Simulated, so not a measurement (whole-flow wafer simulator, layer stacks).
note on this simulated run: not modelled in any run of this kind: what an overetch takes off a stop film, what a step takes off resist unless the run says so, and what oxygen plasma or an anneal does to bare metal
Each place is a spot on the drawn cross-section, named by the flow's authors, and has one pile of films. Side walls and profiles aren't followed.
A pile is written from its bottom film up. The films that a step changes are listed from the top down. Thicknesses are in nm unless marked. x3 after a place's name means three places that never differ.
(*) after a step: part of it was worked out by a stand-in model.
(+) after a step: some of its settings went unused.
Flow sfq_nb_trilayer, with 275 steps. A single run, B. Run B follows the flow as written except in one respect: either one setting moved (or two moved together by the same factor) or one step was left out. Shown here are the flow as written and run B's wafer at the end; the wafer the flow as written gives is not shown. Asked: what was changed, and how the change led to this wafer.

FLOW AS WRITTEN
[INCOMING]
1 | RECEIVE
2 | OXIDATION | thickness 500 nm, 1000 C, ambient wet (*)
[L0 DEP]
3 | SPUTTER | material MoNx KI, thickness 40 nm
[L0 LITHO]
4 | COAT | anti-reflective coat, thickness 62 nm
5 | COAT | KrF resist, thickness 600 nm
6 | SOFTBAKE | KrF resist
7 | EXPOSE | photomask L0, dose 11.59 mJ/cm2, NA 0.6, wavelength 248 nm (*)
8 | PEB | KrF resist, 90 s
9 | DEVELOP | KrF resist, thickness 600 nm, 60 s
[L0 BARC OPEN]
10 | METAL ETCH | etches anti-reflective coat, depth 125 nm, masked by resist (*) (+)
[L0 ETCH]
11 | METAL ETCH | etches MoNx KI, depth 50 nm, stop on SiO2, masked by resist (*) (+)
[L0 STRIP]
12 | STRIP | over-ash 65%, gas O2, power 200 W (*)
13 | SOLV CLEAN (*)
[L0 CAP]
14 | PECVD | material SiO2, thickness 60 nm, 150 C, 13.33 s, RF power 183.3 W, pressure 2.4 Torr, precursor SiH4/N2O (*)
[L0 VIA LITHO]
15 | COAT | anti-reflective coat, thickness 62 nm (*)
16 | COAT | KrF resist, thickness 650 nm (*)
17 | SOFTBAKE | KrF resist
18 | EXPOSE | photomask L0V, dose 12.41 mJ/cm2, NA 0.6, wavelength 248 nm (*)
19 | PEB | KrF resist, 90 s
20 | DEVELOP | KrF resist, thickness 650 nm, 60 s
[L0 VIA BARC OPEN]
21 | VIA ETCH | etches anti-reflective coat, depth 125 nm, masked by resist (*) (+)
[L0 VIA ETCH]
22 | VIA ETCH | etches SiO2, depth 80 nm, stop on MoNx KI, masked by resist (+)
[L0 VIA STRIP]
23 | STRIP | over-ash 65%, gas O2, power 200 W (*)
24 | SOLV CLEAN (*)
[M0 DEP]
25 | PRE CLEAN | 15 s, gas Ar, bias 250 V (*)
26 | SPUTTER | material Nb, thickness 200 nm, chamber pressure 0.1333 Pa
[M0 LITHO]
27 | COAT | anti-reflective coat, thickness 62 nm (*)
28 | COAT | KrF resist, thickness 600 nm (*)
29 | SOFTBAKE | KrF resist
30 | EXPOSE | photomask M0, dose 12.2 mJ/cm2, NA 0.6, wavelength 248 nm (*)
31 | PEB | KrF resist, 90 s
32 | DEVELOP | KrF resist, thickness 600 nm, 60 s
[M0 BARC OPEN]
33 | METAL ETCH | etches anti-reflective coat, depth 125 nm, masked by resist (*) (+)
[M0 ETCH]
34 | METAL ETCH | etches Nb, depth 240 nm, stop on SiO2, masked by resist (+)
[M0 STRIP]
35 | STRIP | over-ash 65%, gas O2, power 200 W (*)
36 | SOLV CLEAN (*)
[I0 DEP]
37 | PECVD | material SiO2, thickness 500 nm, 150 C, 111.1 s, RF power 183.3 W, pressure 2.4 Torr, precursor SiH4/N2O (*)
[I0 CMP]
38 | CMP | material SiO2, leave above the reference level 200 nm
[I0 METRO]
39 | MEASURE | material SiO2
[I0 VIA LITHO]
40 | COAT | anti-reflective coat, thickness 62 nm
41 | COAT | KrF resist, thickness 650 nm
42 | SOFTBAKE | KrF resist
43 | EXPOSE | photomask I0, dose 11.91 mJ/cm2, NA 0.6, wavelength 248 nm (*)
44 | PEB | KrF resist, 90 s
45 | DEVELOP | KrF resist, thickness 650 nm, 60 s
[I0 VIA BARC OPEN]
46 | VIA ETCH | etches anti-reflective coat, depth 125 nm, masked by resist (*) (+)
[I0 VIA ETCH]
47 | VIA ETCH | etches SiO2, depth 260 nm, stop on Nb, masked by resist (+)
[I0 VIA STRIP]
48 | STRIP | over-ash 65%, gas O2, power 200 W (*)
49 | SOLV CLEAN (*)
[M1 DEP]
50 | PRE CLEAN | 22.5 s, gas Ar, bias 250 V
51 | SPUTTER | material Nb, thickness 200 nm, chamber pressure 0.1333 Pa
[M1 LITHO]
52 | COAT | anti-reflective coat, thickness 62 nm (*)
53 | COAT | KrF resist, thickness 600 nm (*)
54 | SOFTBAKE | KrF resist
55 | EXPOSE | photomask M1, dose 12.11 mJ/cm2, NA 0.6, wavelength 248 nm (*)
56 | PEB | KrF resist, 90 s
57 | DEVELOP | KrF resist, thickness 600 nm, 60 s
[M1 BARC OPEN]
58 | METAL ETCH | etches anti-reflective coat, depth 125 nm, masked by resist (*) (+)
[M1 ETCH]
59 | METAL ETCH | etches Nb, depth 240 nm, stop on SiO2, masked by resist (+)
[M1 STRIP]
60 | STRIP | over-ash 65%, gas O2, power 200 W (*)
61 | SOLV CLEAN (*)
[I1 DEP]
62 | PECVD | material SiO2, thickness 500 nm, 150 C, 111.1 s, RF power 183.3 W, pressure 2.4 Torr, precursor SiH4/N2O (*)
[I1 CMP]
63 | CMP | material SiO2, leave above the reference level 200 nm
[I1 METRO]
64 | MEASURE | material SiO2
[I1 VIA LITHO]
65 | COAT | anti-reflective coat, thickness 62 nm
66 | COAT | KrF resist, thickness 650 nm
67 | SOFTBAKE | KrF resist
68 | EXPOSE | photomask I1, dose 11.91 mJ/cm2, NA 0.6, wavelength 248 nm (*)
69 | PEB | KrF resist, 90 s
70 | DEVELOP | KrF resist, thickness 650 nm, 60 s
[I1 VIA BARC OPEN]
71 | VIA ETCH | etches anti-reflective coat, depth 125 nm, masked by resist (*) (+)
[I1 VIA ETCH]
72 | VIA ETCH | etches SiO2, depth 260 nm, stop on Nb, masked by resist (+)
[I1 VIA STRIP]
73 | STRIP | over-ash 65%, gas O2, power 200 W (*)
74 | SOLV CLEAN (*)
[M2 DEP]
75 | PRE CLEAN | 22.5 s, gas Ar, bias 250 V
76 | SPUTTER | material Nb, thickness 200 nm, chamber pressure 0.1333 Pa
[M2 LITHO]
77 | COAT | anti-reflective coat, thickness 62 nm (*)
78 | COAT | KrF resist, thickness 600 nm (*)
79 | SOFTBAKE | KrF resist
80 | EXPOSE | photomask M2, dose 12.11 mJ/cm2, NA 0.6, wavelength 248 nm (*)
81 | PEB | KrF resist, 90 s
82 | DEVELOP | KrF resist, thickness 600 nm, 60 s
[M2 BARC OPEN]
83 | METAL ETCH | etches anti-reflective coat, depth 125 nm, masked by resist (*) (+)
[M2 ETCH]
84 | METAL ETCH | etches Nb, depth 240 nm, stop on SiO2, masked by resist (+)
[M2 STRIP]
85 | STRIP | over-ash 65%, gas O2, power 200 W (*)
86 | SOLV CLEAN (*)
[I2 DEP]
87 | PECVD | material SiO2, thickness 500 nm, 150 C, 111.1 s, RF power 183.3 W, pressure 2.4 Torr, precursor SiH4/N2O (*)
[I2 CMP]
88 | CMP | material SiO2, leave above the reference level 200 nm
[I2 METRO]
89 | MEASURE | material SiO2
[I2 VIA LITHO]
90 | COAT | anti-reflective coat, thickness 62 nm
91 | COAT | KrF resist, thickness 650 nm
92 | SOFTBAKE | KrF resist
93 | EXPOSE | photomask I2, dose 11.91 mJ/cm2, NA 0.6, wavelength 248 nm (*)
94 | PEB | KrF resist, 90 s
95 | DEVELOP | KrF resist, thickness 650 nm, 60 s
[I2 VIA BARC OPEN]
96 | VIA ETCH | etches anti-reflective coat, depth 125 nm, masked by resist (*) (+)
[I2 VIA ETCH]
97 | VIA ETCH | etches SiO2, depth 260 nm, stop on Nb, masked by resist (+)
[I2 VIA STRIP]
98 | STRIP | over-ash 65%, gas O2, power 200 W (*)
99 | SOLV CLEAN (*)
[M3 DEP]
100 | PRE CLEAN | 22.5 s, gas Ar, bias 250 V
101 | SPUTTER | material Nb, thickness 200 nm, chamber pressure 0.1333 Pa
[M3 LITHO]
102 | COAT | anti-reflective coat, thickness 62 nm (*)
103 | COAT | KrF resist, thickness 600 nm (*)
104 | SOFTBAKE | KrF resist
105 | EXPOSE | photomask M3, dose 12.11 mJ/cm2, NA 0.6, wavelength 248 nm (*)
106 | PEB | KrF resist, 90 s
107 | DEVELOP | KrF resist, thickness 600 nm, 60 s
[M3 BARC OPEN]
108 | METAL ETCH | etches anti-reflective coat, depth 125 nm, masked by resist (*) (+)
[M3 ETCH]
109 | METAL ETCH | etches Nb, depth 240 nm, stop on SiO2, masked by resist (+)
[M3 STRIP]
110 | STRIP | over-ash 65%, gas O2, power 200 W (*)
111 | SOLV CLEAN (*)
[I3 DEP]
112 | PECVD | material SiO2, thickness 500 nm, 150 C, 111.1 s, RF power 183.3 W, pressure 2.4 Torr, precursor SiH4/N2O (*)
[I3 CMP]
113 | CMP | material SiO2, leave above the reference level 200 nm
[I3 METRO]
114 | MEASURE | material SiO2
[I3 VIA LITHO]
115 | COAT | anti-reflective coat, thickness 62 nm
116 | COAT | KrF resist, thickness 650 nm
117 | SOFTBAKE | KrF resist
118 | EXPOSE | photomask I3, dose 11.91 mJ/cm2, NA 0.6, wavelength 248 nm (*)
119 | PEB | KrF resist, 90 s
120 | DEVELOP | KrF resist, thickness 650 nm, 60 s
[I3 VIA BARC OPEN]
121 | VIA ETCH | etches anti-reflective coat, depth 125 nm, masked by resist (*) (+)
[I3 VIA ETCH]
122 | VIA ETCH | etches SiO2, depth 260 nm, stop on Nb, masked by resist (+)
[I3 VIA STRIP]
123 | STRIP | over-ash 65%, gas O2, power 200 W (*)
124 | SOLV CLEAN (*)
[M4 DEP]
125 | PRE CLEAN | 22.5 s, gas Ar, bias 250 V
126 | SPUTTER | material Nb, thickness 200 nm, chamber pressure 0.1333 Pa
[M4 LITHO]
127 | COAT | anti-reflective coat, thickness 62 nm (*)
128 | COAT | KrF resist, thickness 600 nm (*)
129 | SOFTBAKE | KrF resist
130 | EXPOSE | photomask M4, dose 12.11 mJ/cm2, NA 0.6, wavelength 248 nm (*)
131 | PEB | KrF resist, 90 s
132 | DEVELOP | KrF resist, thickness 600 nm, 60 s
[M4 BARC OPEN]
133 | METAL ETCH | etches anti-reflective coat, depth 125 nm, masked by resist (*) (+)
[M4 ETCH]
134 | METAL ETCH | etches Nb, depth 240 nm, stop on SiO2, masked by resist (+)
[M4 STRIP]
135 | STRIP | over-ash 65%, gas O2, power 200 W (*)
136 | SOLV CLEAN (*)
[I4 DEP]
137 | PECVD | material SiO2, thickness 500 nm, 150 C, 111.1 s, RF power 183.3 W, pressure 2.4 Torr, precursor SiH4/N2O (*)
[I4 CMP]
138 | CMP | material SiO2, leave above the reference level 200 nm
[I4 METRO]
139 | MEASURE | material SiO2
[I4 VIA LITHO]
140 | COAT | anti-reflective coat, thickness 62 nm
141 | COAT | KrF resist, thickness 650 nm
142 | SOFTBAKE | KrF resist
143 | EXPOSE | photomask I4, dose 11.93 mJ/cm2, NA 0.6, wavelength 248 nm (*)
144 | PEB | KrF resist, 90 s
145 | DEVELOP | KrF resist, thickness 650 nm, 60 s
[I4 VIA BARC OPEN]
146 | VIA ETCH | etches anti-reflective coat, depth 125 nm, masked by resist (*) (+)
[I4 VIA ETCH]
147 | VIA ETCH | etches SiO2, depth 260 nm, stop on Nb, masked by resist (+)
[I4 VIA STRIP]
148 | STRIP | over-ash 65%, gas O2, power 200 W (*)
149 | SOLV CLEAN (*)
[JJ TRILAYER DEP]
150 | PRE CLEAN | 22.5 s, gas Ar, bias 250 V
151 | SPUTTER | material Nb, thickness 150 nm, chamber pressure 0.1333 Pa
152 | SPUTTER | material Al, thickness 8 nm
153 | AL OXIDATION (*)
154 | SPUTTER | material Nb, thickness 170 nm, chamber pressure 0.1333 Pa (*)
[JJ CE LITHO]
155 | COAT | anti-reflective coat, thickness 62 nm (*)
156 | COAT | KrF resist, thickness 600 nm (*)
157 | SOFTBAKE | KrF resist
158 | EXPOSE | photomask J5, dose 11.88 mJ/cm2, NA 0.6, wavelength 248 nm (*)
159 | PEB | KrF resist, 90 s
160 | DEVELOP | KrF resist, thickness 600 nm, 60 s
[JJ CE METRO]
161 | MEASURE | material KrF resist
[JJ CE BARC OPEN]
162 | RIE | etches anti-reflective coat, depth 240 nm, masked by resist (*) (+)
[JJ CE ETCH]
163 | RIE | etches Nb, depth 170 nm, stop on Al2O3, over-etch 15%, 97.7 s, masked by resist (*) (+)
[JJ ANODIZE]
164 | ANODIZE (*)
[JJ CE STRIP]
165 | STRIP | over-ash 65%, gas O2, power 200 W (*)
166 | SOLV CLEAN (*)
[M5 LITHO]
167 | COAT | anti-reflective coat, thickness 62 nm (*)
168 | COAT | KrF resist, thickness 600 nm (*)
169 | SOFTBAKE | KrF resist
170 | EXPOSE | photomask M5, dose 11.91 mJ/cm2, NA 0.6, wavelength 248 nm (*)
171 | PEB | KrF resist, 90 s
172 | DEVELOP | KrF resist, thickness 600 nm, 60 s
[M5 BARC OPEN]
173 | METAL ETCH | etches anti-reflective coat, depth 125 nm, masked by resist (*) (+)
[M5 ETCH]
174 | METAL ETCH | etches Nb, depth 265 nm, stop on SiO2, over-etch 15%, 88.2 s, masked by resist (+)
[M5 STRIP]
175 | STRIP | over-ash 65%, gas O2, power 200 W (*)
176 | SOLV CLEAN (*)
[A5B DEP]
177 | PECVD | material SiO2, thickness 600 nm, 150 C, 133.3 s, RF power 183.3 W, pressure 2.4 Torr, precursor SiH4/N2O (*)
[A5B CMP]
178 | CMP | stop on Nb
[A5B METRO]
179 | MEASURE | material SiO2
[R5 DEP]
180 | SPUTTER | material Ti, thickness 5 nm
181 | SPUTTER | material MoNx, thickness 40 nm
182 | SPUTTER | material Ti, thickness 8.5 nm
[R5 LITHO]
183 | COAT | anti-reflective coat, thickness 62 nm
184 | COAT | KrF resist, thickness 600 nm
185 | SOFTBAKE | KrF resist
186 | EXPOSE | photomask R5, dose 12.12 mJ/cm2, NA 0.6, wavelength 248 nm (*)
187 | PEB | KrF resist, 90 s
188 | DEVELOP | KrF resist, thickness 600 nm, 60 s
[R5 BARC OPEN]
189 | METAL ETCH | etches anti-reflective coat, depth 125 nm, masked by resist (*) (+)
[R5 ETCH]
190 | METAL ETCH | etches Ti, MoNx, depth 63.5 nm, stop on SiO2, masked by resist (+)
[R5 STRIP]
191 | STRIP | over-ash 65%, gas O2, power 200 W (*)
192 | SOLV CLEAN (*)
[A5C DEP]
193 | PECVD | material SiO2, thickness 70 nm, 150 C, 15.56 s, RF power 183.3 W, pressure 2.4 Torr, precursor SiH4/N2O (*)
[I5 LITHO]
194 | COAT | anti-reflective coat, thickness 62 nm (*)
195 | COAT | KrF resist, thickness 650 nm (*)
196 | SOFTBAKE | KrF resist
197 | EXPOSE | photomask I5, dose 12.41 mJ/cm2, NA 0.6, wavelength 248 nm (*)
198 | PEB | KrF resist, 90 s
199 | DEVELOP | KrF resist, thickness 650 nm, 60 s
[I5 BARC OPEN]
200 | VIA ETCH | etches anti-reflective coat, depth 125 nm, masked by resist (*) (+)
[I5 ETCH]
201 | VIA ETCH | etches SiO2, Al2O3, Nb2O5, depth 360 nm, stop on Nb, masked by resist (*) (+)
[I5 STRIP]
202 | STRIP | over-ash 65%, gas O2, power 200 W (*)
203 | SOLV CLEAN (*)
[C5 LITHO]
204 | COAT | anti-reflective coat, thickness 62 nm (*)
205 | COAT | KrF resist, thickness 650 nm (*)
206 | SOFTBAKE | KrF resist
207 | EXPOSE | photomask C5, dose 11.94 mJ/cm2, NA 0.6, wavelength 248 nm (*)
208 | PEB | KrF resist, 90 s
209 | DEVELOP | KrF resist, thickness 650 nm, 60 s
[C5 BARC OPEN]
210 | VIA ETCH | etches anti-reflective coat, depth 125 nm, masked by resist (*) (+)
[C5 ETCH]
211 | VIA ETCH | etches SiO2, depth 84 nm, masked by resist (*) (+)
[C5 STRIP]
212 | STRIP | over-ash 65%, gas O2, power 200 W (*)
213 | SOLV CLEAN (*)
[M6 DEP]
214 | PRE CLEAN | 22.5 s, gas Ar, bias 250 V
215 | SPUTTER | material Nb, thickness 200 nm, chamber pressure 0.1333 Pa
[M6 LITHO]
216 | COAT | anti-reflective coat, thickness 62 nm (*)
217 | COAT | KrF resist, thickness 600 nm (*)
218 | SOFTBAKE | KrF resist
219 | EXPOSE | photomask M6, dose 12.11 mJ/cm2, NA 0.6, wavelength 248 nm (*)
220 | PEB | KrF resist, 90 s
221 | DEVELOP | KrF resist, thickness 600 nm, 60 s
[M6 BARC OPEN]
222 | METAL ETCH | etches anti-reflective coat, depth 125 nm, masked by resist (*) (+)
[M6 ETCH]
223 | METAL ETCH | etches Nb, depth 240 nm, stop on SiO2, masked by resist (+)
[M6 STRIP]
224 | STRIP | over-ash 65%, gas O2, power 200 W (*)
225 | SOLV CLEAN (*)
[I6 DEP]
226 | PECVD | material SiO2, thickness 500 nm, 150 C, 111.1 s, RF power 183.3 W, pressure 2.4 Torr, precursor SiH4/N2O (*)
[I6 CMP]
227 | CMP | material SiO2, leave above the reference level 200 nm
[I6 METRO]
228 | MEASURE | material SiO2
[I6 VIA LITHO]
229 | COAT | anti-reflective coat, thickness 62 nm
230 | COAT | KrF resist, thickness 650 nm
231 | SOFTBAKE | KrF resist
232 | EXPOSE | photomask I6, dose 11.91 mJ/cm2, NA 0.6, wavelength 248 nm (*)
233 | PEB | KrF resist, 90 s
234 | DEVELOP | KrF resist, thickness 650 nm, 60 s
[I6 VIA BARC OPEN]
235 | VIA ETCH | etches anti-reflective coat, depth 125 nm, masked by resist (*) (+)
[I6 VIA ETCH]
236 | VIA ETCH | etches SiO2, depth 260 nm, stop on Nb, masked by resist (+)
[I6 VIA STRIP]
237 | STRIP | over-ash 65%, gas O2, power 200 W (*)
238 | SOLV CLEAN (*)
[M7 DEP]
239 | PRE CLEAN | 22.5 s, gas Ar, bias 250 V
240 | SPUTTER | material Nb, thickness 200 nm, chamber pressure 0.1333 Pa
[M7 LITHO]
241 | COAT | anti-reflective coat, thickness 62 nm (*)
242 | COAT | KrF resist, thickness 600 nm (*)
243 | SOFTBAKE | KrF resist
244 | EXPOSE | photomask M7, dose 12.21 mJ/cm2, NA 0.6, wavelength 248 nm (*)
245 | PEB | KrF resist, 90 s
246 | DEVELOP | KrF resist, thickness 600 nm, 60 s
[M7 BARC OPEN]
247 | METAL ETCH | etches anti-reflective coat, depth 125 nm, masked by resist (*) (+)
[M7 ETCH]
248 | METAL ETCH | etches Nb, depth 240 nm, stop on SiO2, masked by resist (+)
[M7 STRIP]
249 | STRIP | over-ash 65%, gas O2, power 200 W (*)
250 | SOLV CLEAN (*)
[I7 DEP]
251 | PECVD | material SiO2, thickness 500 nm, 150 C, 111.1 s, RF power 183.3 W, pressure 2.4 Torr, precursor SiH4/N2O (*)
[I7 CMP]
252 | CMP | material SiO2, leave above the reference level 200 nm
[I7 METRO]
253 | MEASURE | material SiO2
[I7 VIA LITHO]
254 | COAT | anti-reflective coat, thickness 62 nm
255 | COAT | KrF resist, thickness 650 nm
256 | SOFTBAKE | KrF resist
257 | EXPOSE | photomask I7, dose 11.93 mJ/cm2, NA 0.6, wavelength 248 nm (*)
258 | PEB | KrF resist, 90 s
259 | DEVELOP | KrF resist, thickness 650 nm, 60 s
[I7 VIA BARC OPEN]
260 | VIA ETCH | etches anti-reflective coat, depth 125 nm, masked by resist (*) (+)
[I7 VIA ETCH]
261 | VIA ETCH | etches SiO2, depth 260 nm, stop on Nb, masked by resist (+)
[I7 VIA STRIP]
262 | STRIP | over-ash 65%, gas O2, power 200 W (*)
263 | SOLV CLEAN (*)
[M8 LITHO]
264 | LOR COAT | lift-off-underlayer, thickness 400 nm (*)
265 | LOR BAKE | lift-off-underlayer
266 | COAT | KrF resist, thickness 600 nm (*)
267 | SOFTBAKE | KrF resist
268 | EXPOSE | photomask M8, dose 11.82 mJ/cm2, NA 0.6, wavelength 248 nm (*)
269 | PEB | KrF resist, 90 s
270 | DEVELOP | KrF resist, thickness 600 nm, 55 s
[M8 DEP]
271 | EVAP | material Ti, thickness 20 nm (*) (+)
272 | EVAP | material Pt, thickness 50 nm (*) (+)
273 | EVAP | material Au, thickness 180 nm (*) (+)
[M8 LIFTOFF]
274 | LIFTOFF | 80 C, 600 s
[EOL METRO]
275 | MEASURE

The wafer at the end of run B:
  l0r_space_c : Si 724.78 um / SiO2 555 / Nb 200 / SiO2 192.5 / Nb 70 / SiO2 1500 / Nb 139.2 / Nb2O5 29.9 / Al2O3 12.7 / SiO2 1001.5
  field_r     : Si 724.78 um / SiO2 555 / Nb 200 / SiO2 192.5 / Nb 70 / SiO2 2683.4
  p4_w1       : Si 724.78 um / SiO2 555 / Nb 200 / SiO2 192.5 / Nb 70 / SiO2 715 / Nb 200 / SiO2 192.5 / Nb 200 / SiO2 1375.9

Cause: step 59, METAL ETCH: depth 130 nm was run, whereas the flow has depth 240 nm.

The path from the change to this, step by step:
  59 | METAL ETCH | etches Nb, depth 240 nm, stop on SiO2, masked by resist (+)
      field_l, be, be_sur and 79 more: -130 Nb (it would be, as written: -200 Nb (all of it))
      v_sur, via_wl, via_w and 21 more: -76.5 KrF resist (it would be, as written: -141.2 KrF resist)
  60 | STRIP | over-ash 65%, gas O2, power 200 W (*)
      wl_j_sl, wl_jj, wl_j_sr and 13 more: -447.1 KrF resist (all of it), -62 anti-reflective coat (all of it) (it would be, as written: -382.4 KrF resist (all of it), -62 anti-reflective coat (all of it))
      v_sur: -430.6 KrF resist (all of it), -61.1 anti-reflective coat (all of it) (it would be, as written: -365.9 KrF resist (all of it), -61.1 anti-reflective coat (all of it))
      (and at 7 other places as well)
  62 | PECVD | material SiO2, thickness 500 nm, 150 C, 111.1 s, RF power 183.3 W, pressure 2.4 Torr, precursor SiH4/N2O (*)
      field_l, be, be_sur and 72 more: +500 SiO2 (new film) (it would be, as written: +500 SiO2)
      lsp_m, ln_m6, lsp_r, l0_sur, l0v: +500 SiO2 (new film) (it would be, as written: +494.9 SiO2)
      (and at 2 other places as well)
  63 | CMP | material SiO2, leave above the reference level 200 nm
      field_l, be, be_sur and 72 more: -170 SiO2 (it would be, as written: -100 SiO2)
      lsp_m, ln_m6, lsp_r, l0_sur, l0v: -170 SiO2 (it would be, as written: -94.9 SiO2)
      (and at 2 other places as well)
If metal films that touch count as one body, l0r_space_c has 3 bodies (between them, from the top down: SiO2 1500; SiO2 192.5); the flow as written gives 2 bodies (between them, from the top down: SiO2 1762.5).
If metal films that touch count as one body, field_r has 2 bodies (between them, from the top down: SiO2 192.5); the flow as written gives 1 body.
If metal films that touch count as one body, p4_w1 has 4 bodies (between them, from the top down: SiO2 192.5; SiO2 715; SiO2 192.5); the flow as written gives 3 bodies (between them, from the top down: SiO2 192.5; SiO2 977.5).
